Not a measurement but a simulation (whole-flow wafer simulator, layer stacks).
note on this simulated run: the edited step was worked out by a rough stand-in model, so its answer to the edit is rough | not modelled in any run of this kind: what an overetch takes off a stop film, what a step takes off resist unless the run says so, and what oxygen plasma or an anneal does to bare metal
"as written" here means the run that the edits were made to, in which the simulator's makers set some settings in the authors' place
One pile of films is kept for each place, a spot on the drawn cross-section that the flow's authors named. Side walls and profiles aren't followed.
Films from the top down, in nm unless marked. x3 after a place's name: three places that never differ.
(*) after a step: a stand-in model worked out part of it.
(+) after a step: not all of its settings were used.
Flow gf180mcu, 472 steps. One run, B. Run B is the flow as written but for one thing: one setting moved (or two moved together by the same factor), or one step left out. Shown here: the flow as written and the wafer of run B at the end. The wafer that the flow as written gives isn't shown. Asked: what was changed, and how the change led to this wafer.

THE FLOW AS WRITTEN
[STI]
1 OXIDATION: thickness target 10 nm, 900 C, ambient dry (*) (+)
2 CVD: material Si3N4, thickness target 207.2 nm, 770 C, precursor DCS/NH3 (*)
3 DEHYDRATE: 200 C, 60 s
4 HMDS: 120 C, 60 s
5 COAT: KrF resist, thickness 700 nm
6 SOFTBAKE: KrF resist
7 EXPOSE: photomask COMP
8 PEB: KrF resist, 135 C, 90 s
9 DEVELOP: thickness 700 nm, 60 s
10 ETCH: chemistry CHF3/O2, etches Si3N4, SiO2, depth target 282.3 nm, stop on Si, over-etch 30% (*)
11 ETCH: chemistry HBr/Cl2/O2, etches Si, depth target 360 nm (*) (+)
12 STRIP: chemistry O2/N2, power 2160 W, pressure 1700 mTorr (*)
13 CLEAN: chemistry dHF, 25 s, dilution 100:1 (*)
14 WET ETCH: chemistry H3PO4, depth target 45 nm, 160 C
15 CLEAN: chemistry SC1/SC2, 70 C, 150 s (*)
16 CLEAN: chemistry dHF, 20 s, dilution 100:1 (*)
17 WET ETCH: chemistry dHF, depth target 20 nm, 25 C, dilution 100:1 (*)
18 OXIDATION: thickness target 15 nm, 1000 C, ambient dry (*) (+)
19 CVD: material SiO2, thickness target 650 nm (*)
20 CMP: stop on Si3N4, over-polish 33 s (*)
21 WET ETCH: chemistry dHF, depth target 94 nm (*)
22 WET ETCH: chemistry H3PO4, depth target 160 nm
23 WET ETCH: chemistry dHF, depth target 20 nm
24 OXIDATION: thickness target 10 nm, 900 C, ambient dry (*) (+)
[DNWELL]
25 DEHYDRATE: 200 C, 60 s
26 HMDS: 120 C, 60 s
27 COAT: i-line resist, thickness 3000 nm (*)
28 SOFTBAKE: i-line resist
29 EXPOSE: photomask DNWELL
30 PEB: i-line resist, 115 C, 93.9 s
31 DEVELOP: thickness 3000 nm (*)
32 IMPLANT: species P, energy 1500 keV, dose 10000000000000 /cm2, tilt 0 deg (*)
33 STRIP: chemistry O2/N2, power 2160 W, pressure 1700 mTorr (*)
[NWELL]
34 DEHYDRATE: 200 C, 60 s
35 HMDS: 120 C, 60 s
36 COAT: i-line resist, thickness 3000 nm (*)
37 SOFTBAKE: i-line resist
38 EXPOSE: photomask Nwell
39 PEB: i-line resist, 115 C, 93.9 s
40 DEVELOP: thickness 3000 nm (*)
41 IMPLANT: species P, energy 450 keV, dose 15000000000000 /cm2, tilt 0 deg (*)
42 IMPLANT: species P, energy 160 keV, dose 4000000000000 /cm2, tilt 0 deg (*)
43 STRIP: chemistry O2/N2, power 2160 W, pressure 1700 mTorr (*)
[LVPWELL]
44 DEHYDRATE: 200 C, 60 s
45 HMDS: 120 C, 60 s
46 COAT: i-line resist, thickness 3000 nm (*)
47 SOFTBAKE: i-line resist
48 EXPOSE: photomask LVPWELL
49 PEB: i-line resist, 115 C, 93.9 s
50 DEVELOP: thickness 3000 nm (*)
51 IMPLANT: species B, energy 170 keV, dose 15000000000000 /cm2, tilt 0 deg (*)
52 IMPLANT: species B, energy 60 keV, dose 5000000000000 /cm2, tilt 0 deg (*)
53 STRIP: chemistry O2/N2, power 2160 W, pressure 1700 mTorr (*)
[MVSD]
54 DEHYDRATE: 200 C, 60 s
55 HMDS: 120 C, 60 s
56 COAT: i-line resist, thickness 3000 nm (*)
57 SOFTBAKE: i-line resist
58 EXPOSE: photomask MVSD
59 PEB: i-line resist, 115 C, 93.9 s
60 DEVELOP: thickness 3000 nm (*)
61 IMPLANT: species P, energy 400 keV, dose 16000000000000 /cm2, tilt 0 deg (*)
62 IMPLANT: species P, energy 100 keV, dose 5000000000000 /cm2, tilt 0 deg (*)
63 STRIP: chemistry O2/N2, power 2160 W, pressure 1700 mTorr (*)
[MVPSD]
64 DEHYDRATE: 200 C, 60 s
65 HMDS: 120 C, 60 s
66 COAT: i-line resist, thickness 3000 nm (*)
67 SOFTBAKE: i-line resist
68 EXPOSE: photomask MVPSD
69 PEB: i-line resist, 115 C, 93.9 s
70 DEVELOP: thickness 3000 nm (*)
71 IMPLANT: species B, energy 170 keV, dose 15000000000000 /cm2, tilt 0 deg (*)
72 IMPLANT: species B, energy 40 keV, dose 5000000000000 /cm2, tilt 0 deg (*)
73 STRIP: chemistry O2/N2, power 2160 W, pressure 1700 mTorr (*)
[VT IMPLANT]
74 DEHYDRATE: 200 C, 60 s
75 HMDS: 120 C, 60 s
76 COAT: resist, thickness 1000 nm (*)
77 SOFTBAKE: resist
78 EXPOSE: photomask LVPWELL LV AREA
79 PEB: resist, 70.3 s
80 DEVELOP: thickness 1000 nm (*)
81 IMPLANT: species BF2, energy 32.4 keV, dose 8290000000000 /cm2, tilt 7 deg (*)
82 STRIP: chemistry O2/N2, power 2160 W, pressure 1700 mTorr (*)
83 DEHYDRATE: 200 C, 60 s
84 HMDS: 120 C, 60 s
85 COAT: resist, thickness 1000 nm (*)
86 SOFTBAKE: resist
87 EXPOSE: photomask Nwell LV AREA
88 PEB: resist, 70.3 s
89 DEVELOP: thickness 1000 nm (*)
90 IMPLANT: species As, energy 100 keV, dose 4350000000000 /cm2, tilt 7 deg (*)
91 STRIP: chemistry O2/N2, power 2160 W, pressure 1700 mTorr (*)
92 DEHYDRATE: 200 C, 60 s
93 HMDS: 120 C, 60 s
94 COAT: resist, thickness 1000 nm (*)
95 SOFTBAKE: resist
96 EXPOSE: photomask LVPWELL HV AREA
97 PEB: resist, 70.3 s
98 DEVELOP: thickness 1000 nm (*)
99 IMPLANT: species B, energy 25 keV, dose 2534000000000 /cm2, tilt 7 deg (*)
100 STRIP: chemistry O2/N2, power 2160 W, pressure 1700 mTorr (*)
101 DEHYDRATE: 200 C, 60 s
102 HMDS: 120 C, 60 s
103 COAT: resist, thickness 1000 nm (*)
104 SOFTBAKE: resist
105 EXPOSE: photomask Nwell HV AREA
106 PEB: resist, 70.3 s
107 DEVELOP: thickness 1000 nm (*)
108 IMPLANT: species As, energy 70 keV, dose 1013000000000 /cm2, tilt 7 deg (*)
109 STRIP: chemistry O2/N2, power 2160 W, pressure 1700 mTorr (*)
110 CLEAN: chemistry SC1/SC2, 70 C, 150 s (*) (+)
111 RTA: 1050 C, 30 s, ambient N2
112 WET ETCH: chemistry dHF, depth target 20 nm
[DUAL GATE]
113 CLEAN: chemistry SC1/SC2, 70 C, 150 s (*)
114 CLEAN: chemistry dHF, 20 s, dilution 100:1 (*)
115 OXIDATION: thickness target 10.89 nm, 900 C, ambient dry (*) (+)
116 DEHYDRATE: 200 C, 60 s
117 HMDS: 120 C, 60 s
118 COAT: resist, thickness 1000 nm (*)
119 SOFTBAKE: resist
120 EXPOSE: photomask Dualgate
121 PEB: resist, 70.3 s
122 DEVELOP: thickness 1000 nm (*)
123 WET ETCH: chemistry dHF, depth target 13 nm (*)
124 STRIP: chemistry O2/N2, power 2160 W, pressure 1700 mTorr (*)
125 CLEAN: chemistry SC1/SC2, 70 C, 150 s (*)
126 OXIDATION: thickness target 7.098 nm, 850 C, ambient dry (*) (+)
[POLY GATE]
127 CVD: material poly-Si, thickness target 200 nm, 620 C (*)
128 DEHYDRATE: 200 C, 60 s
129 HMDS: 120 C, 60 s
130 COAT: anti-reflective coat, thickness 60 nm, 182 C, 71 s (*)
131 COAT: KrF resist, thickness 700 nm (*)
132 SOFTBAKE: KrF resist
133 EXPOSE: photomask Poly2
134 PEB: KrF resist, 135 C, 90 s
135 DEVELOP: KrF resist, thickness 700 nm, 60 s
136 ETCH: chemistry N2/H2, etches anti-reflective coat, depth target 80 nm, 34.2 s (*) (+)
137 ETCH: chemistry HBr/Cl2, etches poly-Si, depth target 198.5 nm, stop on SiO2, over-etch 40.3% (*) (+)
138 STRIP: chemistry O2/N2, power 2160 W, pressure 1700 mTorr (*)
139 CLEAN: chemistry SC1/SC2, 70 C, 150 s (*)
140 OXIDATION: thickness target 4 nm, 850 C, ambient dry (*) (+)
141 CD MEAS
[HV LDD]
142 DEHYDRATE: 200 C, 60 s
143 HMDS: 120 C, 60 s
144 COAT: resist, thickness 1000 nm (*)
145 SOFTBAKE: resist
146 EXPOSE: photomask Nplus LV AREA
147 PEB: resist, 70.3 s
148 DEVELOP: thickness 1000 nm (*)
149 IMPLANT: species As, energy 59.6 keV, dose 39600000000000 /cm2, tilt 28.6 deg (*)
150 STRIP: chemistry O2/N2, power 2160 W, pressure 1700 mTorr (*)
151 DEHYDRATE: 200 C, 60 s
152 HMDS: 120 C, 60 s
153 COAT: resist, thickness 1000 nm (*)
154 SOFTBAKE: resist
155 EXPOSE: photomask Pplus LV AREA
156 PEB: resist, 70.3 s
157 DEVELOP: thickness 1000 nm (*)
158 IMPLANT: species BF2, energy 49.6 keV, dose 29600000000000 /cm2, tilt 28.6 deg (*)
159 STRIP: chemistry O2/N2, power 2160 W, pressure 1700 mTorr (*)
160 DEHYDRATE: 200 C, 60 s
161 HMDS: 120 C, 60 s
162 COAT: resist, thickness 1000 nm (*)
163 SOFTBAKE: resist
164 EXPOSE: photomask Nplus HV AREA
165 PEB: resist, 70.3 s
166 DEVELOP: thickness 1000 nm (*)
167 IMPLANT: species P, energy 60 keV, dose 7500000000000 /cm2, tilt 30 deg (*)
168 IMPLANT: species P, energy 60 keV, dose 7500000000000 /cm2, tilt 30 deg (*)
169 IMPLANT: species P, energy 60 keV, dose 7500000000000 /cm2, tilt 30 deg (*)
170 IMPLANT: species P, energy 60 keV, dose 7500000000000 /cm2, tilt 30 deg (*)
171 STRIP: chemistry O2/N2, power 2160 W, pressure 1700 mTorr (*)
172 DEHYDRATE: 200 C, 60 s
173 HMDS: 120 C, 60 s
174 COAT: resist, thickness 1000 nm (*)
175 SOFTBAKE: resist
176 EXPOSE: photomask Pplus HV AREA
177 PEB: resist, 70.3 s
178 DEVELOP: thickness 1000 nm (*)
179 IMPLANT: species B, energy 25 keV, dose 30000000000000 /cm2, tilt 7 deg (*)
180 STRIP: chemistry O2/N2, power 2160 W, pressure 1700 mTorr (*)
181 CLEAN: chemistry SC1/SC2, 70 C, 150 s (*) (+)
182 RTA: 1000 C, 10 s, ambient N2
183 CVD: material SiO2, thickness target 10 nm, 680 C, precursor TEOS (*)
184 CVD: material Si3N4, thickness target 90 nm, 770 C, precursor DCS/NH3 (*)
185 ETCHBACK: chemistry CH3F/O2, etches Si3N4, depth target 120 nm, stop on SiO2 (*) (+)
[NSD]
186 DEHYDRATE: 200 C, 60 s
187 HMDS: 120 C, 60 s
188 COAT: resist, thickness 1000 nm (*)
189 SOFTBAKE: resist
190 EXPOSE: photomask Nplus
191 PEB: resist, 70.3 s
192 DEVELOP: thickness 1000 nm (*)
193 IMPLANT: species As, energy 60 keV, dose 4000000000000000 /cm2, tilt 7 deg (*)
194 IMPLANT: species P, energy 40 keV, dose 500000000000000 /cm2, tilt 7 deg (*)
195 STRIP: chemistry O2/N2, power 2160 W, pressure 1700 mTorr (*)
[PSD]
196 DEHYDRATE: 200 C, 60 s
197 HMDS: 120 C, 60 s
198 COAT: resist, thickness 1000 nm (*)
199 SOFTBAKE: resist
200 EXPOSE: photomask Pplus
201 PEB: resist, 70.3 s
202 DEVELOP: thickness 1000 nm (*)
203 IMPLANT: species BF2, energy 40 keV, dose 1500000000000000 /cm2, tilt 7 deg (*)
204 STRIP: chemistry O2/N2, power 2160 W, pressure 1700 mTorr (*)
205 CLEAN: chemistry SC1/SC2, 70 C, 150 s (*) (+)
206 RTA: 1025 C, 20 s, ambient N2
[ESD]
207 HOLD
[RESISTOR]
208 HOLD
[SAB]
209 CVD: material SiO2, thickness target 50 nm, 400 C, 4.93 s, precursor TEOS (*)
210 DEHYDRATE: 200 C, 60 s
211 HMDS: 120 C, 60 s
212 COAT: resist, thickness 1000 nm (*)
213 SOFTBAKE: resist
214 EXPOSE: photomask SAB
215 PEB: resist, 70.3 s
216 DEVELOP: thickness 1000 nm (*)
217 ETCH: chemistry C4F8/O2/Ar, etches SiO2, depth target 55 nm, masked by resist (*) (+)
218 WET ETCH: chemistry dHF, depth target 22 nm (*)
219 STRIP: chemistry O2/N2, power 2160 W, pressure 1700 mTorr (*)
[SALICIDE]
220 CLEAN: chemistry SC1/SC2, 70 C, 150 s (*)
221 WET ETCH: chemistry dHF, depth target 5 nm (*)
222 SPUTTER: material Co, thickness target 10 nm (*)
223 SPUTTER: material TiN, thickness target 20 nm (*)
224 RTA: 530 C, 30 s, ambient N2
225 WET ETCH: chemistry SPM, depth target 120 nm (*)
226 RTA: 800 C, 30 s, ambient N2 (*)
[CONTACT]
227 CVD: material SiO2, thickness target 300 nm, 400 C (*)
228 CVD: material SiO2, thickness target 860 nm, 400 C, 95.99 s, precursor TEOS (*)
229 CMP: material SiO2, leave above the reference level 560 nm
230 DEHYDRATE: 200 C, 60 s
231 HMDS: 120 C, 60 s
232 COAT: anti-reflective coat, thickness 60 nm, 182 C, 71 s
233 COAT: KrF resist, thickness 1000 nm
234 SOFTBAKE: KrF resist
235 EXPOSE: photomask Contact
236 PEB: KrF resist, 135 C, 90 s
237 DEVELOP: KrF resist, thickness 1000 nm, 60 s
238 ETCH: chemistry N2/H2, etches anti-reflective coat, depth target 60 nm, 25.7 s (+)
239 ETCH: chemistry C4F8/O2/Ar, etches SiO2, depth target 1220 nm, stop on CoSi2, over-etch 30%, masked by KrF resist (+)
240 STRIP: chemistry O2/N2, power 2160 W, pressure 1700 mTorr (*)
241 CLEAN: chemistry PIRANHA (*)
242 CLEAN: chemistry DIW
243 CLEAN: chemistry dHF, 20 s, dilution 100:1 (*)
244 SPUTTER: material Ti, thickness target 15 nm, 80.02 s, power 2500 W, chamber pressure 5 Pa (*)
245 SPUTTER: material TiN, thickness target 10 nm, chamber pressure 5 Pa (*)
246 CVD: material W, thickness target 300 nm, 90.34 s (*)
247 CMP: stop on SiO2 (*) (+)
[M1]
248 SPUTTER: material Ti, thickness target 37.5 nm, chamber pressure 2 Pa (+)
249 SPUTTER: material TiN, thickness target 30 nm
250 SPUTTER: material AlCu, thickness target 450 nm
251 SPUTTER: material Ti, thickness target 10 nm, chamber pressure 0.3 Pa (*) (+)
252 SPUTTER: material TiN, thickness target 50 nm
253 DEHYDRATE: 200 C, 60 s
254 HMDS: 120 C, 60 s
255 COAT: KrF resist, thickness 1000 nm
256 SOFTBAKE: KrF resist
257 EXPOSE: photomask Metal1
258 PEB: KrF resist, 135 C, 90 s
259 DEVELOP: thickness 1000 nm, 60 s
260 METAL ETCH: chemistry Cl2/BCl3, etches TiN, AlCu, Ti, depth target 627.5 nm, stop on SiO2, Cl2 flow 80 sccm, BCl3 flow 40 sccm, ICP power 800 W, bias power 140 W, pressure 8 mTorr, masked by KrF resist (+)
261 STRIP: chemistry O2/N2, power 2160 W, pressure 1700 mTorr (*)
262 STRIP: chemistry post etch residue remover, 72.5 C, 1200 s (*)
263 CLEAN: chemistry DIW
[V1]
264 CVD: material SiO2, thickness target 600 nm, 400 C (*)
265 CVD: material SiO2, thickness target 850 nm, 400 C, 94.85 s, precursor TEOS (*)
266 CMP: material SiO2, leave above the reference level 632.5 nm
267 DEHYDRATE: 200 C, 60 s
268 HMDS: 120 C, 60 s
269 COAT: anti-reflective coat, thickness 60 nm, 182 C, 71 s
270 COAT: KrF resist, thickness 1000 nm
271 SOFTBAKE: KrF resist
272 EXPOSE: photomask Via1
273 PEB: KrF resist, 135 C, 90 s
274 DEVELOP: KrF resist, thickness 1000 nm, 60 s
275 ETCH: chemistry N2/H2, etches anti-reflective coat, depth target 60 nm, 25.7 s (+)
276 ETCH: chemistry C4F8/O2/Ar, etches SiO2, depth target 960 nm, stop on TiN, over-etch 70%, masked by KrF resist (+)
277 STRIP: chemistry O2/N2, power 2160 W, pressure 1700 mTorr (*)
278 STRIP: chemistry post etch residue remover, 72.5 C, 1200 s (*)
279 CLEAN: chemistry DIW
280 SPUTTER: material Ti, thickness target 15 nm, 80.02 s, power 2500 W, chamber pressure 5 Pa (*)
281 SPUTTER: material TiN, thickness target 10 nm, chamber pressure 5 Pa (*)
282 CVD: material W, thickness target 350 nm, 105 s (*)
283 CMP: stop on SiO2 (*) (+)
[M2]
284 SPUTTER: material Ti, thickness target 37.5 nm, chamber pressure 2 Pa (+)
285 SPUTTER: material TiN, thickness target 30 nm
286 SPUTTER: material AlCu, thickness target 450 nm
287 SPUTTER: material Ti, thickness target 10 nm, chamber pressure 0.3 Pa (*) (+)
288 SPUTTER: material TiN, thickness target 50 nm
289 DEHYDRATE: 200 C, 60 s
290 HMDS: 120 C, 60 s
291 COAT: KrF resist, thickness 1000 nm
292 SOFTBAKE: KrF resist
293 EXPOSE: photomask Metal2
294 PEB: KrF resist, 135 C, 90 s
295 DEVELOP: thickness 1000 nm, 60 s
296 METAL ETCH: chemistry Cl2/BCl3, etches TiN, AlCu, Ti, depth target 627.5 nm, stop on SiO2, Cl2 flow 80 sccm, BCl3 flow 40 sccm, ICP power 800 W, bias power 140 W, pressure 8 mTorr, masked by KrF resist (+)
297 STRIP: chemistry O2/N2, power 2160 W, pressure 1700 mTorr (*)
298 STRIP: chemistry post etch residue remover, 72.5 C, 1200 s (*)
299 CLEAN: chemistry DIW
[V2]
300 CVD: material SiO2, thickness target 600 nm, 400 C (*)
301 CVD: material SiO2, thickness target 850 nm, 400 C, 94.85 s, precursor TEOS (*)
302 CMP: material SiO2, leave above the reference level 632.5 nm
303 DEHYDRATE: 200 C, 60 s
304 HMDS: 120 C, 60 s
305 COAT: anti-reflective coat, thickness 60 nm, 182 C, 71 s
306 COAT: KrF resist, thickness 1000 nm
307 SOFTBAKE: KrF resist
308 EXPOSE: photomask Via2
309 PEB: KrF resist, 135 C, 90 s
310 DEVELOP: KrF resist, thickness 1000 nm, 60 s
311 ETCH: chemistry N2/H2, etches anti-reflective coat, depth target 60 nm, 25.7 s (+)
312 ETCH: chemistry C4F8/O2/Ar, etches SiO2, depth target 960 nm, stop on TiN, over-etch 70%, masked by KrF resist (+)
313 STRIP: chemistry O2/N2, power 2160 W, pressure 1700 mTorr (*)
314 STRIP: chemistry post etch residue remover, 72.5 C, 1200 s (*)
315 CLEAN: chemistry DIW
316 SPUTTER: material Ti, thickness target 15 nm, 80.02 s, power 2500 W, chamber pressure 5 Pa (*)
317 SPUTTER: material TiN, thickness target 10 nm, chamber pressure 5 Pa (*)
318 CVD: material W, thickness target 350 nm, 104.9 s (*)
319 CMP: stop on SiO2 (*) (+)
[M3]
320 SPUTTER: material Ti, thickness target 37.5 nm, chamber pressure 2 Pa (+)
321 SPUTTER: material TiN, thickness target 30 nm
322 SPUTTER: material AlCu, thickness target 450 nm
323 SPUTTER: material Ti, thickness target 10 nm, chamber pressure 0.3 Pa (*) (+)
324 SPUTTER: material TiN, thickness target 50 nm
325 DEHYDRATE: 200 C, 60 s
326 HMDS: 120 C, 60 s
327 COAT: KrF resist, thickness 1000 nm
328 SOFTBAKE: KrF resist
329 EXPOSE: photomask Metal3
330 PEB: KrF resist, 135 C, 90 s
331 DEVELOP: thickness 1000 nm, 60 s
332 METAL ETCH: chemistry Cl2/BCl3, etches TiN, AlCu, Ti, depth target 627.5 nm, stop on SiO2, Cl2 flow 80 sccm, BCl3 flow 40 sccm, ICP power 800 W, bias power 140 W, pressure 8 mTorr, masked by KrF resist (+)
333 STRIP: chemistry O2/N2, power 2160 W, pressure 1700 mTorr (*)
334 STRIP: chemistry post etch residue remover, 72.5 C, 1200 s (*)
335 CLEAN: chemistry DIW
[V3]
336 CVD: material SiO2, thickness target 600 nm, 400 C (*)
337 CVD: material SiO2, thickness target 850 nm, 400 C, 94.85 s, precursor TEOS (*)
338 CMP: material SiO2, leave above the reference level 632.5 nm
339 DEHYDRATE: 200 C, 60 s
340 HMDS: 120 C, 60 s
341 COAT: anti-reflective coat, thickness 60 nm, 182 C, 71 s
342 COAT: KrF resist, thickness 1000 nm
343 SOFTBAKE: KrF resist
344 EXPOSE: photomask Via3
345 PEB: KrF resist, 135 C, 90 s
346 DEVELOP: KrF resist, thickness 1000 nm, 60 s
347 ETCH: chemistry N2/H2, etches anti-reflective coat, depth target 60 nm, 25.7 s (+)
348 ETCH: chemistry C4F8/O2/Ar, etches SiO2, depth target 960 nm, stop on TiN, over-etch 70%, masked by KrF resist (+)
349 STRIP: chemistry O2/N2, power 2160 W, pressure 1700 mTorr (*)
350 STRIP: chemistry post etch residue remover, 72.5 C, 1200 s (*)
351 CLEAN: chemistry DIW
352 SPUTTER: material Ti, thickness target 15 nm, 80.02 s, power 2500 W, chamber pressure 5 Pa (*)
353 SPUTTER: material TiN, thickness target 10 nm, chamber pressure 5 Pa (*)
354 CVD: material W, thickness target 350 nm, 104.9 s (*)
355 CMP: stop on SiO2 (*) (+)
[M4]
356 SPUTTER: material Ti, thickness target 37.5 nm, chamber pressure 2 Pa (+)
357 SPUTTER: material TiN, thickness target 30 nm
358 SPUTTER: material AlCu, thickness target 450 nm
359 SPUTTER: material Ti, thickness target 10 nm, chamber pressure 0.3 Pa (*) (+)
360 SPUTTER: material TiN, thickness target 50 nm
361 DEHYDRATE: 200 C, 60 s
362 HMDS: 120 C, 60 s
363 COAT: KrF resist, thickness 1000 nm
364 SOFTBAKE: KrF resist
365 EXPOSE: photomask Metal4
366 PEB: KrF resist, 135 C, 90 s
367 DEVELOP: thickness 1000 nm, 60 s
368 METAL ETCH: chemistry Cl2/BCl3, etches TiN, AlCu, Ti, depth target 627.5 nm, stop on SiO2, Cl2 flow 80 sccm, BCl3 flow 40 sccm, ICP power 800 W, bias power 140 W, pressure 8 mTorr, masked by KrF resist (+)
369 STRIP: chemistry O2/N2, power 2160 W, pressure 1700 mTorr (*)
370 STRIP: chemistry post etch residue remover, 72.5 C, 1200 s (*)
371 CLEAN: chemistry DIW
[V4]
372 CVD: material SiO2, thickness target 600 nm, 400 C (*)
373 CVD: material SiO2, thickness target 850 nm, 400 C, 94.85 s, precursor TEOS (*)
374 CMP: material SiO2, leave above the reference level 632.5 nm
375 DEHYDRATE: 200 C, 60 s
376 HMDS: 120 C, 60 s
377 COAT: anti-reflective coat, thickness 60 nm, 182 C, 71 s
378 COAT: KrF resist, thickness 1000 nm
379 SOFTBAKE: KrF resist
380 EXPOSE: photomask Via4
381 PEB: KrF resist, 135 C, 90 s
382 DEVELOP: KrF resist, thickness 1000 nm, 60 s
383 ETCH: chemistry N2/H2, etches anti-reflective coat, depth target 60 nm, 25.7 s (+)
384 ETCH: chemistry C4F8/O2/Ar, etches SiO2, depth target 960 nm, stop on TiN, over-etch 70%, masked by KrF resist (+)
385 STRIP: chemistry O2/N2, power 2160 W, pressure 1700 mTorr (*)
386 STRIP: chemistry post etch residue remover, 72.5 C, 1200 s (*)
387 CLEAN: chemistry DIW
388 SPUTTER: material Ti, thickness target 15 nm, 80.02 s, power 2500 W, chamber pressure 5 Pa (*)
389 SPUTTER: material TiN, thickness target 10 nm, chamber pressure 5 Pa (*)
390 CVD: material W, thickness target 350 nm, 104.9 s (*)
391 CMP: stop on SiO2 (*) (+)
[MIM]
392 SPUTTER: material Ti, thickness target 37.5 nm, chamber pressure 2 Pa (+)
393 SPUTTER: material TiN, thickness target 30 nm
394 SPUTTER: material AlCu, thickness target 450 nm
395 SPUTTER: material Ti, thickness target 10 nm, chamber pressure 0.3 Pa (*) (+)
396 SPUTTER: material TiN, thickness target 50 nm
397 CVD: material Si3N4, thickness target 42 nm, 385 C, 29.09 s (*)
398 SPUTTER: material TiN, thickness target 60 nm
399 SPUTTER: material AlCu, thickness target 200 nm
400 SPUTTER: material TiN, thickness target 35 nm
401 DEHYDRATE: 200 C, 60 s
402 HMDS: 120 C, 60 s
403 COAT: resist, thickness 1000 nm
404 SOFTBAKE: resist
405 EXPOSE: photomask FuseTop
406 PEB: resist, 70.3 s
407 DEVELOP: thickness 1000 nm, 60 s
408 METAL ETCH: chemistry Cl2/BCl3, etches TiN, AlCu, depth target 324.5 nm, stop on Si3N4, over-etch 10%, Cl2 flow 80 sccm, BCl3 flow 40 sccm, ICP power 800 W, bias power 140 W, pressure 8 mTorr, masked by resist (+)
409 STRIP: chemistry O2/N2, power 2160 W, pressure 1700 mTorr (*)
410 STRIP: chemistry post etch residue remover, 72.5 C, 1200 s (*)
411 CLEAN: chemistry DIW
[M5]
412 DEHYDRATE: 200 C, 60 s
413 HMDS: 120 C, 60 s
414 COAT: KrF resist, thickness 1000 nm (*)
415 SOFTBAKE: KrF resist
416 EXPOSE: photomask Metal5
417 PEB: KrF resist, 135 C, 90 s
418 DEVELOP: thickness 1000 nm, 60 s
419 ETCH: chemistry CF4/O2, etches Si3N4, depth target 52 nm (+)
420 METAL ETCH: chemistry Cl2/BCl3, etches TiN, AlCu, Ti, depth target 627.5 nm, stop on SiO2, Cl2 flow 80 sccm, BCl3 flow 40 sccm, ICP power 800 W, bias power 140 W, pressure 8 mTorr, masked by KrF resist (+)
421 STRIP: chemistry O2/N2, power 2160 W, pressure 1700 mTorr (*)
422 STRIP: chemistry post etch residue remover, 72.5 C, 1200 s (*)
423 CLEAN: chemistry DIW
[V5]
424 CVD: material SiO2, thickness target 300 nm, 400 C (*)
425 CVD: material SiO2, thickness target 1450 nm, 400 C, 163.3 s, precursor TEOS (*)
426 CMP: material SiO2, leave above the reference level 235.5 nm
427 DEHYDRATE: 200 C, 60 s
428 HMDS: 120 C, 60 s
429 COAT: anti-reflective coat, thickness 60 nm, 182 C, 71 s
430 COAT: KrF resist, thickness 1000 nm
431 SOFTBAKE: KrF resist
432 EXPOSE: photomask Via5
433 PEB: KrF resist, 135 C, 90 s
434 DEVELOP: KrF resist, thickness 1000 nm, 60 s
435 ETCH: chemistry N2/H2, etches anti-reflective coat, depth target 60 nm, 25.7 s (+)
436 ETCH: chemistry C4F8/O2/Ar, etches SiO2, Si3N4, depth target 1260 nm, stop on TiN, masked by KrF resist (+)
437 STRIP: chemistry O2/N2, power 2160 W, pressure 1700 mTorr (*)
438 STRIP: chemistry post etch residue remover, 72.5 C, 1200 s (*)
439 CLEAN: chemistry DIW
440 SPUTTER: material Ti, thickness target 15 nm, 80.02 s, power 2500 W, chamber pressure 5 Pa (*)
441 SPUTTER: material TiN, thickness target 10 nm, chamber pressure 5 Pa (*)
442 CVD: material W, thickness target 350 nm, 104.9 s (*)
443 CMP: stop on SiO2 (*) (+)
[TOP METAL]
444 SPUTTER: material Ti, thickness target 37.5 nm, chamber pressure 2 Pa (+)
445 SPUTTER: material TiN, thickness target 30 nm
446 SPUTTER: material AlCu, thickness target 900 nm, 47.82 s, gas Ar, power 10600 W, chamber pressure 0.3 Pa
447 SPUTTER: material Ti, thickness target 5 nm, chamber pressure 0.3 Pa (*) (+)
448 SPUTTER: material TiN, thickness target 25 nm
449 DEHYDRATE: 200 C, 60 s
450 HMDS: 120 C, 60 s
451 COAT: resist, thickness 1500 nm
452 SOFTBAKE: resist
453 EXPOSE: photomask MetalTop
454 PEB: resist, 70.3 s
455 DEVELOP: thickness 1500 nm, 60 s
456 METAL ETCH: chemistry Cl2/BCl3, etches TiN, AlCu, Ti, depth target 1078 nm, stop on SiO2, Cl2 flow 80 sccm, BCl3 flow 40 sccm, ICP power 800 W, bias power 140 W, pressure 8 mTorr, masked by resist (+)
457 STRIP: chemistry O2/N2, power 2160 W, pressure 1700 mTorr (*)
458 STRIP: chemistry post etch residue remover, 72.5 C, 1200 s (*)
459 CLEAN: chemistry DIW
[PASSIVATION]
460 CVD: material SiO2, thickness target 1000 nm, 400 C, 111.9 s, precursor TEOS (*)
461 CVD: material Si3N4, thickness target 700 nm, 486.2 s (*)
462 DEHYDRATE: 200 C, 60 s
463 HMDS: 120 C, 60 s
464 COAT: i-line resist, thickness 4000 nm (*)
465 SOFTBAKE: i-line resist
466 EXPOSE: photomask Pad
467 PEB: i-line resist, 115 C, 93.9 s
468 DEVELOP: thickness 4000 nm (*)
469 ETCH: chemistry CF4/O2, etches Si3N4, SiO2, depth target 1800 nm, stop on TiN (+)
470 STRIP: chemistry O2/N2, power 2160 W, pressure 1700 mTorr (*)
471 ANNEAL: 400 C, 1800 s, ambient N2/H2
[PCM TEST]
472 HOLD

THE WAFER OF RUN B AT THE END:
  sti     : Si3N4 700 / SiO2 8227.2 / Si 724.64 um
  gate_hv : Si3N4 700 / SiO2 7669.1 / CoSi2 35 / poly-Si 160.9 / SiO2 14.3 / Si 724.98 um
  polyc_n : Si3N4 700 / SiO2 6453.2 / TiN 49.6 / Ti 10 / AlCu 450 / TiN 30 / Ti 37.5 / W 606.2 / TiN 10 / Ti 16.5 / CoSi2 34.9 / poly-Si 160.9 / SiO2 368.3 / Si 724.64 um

The cause: step 244, SPUTTER: 88.02 s was run, where the flow has 80.02 s.

How the change led to this, step by step:
  244 SPUTTER: material Ti, thickness target 15 nm, 80.02 s, power 2500 W, chamber pressure 5 Pa (*)
      field, field__w1, field__w2 and 107 more: Ti +16.5 (new film) (as written it would be: Ti +15 (new film))
      contact: Ti +9.41 (new film) (as written it would be: Ti +8.55 (new film))
  247 CMP: stop on SiO2 (*) (+)
      field, field__w1, field__w2 and 105 more: W -300 (all of it), TiN -10 (all of it), Ti -16.5 (all of it), SiO2 -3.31 (as written it would be: W -300 (all of it), TiN -10 (all of it), Ti -15 (all of it), SiO2 -3.29)
